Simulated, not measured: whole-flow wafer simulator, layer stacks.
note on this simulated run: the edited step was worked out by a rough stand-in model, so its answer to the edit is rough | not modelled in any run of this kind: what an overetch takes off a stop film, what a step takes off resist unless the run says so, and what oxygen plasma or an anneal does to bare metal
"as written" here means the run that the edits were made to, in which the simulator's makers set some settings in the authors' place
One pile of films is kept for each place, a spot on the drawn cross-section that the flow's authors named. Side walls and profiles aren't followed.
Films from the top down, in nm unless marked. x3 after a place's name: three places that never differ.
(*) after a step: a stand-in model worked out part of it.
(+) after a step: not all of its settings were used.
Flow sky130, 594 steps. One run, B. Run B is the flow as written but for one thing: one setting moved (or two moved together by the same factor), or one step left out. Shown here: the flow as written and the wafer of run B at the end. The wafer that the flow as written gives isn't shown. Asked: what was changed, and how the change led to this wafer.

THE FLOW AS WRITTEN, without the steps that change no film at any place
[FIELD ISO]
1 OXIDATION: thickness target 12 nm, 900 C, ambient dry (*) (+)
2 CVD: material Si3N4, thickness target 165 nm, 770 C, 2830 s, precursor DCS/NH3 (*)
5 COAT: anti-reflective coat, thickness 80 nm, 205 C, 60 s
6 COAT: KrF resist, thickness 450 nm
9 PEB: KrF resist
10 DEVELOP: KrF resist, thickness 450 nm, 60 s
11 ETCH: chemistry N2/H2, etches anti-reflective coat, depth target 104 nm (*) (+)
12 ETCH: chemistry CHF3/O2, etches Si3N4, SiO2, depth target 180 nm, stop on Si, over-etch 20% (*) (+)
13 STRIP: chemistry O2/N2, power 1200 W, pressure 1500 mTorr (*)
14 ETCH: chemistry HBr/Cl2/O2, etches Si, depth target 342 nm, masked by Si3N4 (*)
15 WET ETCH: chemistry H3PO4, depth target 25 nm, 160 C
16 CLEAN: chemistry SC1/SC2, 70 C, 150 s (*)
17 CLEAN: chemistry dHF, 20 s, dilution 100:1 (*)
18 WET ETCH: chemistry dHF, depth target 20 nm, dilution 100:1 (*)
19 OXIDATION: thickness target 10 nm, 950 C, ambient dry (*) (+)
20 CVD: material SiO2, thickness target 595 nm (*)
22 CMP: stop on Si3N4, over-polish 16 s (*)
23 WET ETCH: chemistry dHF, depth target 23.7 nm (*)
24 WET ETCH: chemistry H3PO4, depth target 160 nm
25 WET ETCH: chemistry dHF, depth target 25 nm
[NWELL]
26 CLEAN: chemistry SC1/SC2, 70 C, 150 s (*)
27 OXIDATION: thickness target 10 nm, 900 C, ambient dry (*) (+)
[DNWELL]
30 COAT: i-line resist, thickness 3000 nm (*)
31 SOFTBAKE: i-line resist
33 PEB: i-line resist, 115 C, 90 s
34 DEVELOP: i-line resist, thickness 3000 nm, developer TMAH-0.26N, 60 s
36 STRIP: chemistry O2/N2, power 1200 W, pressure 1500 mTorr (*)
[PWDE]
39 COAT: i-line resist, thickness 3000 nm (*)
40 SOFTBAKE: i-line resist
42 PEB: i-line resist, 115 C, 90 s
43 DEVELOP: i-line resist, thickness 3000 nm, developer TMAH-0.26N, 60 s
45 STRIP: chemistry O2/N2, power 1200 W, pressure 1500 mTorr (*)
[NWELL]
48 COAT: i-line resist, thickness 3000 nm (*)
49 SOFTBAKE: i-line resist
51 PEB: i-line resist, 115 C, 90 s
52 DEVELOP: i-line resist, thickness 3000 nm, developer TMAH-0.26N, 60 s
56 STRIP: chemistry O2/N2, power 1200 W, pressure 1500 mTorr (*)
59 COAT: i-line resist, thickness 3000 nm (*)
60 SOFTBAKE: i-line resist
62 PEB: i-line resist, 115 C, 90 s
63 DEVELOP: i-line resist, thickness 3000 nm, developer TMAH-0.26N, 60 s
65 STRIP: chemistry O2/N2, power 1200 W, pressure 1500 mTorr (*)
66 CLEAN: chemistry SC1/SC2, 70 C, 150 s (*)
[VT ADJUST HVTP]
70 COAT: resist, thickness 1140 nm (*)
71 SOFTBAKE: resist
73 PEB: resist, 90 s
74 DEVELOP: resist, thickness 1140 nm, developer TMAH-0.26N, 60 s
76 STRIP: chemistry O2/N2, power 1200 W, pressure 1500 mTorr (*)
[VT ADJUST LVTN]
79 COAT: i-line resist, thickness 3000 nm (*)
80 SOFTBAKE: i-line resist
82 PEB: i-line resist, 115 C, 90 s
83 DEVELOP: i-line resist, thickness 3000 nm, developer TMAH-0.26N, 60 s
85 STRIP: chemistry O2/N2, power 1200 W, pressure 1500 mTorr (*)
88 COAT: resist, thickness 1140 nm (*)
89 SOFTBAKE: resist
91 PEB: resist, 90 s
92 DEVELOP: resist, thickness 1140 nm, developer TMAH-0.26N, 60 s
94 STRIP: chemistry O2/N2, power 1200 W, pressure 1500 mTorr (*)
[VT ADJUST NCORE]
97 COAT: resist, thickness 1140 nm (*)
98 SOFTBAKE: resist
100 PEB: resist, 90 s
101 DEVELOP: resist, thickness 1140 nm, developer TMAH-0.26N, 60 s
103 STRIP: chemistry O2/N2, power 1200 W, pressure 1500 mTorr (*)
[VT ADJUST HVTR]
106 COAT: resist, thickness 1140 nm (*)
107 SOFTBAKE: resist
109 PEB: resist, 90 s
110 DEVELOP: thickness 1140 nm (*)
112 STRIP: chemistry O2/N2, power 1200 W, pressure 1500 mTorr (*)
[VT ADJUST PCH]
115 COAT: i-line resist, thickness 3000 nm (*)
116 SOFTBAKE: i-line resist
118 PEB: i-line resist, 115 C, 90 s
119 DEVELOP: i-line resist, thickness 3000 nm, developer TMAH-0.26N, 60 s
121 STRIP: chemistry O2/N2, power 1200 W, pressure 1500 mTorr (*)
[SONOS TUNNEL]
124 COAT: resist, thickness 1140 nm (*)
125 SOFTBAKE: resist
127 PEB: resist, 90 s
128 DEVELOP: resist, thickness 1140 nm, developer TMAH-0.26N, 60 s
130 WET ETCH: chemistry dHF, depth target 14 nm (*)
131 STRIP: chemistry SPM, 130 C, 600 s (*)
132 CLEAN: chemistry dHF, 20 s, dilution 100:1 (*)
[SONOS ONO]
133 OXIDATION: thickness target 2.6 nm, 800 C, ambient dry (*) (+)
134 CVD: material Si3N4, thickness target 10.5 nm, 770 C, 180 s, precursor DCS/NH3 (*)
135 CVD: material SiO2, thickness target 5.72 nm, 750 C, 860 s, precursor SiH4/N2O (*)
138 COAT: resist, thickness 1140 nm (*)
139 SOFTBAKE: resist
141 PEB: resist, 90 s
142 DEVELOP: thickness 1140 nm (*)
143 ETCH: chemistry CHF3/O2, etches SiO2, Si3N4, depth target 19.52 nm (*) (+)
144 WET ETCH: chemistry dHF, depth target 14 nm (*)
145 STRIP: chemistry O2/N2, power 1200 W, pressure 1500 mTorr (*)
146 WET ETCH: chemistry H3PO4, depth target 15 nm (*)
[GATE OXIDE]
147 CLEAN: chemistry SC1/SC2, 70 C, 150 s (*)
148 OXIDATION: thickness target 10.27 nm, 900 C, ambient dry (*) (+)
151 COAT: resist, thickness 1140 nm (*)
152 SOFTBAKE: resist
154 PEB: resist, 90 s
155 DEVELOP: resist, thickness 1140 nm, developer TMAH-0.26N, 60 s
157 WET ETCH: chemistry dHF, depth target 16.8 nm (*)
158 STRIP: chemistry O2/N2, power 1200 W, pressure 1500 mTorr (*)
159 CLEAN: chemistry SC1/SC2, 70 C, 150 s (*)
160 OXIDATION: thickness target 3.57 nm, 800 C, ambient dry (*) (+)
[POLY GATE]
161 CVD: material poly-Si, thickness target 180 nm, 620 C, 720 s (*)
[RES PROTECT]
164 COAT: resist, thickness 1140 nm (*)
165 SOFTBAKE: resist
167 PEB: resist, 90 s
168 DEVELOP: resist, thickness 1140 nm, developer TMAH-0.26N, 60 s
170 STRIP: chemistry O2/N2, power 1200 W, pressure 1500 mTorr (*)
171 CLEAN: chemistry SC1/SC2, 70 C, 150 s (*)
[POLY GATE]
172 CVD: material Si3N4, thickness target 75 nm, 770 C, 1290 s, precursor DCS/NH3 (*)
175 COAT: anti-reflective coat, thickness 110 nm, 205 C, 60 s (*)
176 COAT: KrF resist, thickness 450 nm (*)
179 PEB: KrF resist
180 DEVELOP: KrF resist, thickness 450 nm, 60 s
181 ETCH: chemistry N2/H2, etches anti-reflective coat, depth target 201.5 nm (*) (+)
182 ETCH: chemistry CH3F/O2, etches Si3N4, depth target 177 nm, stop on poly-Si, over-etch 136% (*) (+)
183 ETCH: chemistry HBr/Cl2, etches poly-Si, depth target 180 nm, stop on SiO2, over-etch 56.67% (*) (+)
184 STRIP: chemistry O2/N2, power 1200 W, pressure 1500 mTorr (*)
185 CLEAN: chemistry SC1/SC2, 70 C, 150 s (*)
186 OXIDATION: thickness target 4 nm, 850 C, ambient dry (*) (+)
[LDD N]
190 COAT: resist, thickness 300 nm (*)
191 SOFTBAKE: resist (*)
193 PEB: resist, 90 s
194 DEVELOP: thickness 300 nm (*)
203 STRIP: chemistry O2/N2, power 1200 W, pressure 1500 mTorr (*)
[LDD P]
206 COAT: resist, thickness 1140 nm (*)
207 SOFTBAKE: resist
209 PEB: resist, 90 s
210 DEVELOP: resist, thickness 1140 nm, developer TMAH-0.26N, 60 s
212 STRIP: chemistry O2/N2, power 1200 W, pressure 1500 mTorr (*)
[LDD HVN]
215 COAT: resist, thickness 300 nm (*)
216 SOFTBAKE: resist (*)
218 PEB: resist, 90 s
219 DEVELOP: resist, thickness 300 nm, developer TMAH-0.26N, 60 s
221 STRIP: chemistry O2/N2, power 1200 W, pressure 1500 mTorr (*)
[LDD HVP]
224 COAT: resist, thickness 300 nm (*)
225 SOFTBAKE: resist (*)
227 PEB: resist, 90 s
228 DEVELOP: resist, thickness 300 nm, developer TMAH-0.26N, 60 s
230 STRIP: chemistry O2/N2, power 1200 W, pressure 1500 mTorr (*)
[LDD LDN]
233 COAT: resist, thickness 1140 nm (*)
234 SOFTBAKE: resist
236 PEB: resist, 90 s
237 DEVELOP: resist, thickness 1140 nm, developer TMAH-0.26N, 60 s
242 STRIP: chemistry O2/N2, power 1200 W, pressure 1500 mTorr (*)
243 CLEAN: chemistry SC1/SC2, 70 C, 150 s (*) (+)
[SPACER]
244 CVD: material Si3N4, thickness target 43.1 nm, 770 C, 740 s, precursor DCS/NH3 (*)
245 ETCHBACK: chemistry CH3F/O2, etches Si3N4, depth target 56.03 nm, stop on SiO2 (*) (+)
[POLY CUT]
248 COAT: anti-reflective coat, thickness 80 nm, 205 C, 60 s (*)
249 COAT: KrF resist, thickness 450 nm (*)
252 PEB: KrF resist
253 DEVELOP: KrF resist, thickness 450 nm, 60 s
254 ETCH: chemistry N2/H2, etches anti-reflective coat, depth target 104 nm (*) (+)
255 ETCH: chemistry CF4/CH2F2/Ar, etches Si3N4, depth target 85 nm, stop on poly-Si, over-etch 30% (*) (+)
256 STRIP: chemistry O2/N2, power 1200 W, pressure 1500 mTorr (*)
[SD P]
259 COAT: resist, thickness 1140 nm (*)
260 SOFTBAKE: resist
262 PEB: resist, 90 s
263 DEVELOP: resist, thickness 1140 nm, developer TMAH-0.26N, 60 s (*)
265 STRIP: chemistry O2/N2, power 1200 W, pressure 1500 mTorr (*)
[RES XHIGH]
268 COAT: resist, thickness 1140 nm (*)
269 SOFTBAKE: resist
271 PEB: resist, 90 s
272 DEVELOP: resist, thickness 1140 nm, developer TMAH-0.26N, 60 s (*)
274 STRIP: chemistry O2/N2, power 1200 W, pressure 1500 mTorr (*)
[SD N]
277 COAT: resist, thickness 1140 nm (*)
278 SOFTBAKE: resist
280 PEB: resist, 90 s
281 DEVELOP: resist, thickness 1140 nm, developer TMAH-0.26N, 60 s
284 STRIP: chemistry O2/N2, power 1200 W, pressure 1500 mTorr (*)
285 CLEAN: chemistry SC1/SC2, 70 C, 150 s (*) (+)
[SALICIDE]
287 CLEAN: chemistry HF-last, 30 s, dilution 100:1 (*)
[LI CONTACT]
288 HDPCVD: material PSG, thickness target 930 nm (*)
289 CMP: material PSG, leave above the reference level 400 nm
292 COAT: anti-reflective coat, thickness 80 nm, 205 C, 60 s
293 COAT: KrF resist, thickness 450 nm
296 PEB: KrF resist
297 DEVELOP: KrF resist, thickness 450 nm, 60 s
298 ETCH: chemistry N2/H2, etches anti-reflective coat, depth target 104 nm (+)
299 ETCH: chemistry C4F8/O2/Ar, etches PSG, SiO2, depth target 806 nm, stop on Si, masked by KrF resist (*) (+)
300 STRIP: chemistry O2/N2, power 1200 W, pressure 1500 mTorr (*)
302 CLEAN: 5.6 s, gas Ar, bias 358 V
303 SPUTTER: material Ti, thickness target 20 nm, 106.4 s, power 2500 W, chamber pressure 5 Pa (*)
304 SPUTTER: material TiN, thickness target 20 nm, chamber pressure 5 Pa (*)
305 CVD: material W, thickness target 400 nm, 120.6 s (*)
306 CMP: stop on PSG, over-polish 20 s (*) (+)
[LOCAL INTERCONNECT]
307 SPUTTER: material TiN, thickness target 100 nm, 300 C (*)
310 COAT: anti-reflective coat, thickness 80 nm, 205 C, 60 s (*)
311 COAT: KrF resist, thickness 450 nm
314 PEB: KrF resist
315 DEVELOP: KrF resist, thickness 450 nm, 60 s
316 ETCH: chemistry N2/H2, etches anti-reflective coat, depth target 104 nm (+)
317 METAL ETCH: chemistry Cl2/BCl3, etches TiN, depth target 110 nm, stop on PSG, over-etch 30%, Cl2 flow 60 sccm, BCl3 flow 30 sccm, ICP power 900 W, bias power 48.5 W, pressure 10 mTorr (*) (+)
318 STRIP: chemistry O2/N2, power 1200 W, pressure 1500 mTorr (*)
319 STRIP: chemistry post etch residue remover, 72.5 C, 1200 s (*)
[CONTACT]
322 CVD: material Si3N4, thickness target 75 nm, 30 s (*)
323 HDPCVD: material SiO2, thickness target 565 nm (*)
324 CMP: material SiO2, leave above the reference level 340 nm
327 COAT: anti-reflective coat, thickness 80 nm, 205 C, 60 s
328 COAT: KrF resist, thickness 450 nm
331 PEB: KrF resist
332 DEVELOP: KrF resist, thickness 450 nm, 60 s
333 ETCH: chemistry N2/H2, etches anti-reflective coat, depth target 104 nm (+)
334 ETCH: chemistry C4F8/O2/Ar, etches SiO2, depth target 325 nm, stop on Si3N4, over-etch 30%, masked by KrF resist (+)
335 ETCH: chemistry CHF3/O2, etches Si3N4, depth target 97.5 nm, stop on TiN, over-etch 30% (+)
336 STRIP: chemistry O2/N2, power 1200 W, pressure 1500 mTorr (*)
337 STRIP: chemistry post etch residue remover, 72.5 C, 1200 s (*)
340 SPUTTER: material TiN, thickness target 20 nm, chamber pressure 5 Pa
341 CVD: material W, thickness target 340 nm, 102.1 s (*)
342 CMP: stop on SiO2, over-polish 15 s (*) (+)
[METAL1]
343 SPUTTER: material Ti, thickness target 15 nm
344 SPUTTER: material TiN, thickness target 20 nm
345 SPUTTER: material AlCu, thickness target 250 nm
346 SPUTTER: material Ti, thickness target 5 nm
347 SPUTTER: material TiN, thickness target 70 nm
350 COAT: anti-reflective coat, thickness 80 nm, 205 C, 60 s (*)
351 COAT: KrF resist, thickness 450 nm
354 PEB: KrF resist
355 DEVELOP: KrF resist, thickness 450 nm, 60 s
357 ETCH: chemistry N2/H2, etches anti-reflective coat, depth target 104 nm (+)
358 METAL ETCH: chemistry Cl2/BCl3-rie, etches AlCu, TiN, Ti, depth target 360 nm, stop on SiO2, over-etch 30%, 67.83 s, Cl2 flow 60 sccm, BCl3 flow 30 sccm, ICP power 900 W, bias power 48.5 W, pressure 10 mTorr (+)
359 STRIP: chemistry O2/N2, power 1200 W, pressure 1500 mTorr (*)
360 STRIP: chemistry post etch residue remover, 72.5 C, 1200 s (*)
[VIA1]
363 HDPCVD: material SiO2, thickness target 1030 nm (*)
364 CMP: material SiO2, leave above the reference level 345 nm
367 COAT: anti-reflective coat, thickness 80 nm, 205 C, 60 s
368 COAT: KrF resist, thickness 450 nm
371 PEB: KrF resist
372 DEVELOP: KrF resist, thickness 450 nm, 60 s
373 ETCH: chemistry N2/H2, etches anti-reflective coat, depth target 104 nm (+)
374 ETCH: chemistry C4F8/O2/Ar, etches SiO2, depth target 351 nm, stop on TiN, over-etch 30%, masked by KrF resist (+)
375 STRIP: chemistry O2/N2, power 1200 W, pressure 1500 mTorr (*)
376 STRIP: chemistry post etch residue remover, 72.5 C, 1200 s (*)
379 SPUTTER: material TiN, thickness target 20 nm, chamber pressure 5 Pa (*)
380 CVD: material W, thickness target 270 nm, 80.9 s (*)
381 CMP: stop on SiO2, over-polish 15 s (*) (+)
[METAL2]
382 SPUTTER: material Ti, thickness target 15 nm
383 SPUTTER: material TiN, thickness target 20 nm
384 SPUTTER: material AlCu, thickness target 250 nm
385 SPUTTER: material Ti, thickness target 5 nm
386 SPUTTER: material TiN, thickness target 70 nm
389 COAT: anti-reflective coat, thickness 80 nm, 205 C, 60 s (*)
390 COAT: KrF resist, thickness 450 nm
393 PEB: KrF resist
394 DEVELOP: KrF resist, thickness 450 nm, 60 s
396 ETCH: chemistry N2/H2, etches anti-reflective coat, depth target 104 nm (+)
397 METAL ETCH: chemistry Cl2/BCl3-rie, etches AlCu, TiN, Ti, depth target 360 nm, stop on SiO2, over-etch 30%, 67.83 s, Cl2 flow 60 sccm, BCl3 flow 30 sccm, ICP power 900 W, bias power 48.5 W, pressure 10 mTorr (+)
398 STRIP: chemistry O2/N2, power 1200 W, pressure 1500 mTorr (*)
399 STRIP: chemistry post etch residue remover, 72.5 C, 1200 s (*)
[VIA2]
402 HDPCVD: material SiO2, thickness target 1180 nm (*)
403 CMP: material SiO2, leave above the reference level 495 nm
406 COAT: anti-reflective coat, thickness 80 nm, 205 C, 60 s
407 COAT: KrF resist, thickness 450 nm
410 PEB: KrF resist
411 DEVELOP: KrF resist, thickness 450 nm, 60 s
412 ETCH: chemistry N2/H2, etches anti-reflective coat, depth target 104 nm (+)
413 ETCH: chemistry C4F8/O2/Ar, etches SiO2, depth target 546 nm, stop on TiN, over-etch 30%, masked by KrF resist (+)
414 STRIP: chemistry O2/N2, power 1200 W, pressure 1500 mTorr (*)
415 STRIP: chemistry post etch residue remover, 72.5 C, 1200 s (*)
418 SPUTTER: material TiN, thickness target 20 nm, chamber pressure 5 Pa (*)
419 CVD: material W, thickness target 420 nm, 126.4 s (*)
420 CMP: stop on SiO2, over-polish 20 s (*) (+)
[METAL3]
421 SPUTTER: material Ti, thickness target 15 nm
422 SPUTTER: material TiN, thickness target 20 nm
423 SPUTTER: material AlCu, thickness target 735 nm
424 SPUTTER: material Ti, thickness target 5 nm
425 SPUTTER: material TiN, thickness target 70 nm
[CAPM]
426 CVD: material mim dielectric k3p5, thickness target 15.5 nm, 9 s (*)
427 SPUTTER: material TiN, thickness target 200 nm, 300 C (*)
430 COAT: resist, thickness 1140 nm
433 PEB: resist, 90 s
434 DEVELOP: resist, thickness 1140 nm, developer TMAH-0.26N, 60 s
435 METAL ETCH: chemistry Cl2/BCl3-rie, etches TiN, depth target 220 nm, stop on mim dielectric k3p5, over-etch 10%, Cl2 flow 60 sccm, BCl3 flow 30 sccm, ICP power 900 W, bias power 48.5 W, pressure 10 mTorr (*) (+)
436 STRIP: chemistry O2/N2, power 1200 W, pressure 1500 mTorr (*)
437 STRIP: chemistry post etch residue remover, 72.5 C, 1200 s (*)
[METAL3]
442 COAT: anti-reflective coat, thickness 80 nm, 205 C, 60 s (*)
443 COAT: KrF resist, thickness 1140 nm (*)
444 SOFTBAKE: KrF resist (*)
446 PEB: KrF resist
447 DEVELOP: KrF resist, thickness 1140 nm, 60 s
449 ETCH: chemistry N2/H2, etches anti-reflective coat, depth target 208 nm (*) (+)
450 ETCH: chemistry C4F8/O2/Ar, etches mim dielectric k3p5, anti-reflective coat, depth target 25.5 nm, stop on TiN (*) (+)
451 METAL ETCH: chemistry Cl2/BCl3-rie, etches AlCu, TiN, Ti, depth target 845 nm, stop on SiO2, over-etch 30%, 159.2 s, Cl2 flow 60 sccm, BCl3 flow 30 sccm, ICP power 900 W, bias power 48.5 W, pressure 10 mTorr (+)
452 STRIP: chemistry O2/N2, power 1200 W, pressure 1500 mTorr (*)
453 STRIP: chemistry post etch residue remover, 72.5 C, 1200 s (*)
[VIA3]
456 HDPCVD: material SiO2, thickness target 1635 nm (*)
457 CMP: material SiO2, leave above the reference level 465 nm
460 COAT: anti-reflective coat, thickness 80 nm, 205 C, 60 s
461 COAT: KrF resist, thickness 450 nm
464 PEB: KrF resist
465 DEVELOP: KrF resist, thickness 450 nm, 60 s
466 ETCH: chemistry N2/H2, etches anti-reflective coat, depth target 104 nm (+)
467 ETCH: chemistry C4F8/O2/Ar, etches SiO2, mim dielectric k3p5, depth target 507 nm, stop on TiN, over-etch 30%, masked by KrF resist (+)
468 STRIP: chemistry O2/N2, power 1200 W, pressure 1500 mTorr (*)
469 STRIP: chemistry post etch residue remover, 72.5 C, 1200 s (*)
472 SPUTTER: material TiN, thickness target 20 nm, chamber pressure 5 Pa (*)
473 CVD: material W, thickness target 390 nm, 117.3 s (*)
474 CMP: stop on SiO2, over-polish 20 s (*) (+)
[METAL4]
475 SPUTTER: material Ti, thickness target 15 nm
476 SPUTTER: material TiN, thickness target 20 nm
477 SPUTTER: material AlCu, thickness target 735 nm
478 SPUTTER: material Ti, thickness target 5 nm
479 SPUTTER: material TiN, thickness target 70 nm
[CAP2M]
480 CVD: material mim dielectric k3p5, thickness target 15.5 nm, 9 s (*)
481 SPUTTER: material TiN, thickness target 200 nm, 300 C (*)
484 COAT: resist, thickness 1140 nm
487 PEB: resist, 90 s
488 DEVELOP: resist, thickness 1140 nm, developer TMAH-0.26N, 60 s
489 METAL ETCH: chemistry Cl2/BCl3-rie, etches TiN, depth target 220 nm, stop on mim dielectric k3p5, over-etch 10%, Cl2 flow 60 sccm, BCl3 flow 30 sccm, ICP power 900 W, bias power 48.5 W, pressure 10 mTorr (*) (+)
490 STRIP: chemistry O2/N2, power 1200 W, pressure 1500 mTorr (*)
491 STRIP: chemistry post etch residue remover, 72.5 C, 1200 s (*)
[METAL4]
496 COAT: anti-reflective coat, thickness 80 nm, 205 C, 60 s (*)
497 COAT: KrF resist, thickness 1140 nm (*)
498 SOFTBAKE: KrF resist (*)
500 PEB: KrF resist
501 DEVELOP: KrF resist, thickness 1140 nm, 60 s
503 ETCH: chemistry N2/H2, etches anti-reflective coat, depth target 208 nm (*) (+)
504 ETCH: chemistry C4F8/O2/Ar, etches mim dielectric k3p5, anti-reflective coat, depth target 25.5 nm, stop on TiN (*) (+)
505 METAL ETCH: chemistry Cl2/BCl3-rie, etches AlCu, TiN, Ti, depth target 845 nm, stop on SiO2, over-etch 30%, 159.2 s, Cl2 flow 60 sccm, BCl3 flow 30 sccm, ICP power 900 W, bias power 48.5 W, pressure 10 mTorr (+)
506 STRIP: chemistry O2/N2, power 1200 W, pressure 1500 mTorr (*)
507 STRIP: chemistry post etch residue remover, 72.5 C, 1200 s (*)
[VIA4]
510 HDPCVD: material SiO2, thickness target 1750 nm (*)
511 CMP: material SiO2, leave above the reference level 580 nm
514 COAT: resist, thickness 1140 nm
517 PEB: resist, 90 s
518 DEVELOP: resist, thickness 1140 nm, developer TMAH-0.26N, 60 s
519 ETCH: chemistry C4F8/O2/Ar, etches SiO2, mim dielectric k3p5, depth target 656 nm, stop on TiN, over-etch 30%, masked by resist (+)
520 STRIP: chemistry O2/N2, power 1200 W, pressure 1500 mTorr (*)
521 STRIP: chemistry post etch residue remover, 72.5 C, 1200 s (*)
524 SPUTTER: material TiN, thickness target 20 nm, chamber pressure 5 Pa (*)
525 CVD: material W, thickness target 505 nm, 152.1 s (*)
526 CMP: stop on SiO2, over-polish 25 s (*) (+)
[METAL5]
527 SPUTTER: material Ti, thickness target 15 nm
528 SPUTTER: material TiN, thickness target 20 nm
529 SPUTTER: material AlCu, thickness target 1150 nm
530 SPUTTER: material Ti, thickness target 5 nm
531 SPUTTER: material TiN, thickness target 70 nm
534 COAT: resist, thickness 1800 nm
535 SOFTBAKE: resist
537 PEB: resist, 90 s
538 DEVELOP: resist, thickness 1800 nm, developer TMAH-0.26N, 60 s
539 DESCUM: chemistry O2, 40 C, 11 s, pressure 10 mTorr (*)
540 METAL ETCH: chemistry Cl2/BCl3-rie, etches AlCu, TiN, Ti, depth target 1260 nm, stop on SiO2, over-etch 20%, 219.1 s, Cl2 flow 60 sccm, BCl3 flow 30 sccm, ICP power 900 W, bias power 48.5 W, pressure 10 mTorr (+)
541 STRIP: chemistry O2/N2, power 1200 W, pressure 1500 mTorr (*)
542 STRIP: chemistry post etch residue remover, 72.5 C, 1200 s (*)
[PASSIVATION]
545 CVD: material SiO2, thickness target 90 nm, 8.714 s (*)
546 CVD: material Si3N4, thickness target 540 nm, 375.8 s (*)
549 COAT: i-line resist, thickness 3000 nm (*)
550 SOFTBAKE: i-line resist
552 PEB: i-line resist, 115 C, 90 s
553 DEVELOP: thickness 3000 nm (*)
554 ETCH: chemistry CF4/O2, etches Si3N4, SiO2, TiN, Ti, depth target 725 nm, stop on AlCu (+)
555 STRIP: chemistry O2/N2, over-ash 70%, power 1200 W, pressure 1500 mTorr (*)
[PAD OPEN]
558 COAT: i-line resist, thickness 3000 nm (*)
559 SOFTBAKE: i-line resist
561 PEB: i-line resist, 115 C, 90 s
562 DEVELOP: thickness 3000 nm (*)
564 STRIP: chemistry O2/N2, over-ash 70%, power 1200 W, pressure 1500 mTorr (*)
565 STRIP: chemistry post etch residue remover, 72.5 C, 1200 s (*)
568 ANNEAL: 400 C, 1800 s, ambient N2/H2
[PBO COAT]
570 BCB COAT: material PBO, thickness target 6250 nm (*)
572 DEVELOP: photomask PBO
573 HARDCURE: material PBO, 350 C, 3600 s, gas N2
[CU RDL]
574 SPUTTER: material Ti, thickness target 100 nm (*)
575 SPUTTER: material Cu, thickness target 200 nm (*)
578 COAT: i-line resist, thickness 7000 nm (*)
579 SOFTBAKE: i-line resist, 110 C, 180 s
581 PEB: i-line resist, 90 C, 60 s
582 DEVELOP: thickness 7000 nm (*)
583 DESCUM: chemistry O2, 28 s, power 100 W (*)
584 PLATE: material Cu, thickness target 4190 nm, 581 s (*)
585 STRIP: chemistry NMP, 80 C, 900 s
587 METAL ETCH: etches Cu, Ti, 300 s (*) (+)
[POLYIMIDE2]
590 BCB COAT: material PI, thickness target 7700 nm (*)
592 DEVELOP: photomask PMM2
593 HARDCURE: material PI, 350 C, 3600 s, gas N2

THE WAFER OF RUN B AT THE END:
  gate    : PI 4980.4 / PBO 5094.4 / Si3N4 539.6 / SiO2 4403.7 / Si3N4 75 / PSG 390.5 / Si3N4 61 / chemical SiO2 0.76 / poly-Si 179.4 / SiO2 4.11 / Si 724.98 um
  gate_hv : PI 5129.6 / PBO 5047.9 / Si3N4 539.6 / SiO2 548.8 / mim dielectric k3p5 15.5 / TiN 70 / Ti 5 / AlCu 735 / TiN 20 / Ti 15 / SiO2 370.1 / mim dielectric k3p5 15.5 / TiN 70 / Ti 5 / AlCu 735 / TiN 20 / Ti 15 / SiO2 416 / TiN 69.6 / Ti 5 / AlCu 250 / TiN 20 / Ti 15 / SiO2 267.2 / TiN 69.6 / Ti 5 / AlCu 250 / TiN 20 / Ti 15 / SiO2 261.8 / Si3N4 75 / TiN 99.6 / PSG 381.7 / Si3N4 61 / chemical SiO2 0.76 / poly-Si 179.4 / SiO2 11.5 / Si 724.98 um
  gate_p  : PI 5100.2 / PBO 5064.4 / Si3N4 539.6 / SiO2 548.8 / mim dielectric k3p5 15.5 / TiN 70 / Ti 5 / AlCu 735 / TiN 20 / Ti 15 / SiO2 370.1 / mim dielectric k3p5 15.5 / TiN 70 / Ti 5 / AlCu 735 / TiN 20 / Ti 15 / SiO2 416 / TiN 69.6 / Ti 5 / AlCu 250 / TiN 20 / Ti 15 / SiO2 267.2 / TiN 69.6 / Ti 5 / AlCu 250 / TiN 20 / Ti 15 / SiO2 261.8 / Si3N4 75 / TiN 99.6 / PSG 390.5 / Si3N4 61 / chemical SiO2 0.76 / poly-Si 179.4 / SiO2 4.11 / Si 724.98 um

The cause: step 160, OXIDATION: thickness target 4.11 nm was run, where the flow has thickness target 3.57 nm.
It can be read off the wafer: gate has SiO2 4.11, and step 160 as written asks for 3.57 nm.

How the change led to this, step by step:
  160 OXIDATION: thickness target 3.57 nm, 800 C, ambient dry (*) (+)
      active, n_well, p_well and 58 more: SiO2 +4.11 (new film), chemical SiO2 -0.76 (all of it), Si -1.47 (as written it would be: SiO2 +3.57 (new film), chemical SiO2 -0.76 (all of it), Si -1.24)
      gate_hv, m1, pad and 37 more: SiO2 +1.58, Si -0.7 (as written it would be: SiO2 +1.07, Si -0.47)
  175 COAT: anti-reflective coat, thickness 110 nm, 205 C, 60 s (*)
      rpm_encl, rpm_encl_psd: anti-reflective coat +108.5 (new film) (as written it would be: anti-reflective coat +104.4 (new film))
  181 ETCH: chemistry N2/H2, etches anti-reflective coat, depth target 201.5 nm (*) (+)
      rpm_encl, rpm_encl_psd: anti-reflective coat -108.5 (all of it), Si3N4 -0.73 (as written it would be: anti-reflective coat -104.4 (all of it), Si3N4 -0.79)
  248 COAT: anti-reflective coat, thickness 80 nm, 205 C, 60 s (*)
      gate_p_hv: anti-reflective coat +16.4 (new film) (as written it would be: anti-reflective coat +17 (new film))
  256 STRIP: chemistry O2/N2, power 1200 W, pressure 1500 mTorr (*)
      gate_p_hv: KrF resist -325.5 (all of it), anti-reflective coat -16.4 (all of it) (as written it would be: KrF resist -325.1 (all of it), anti-reflective coat -17 (all of it))
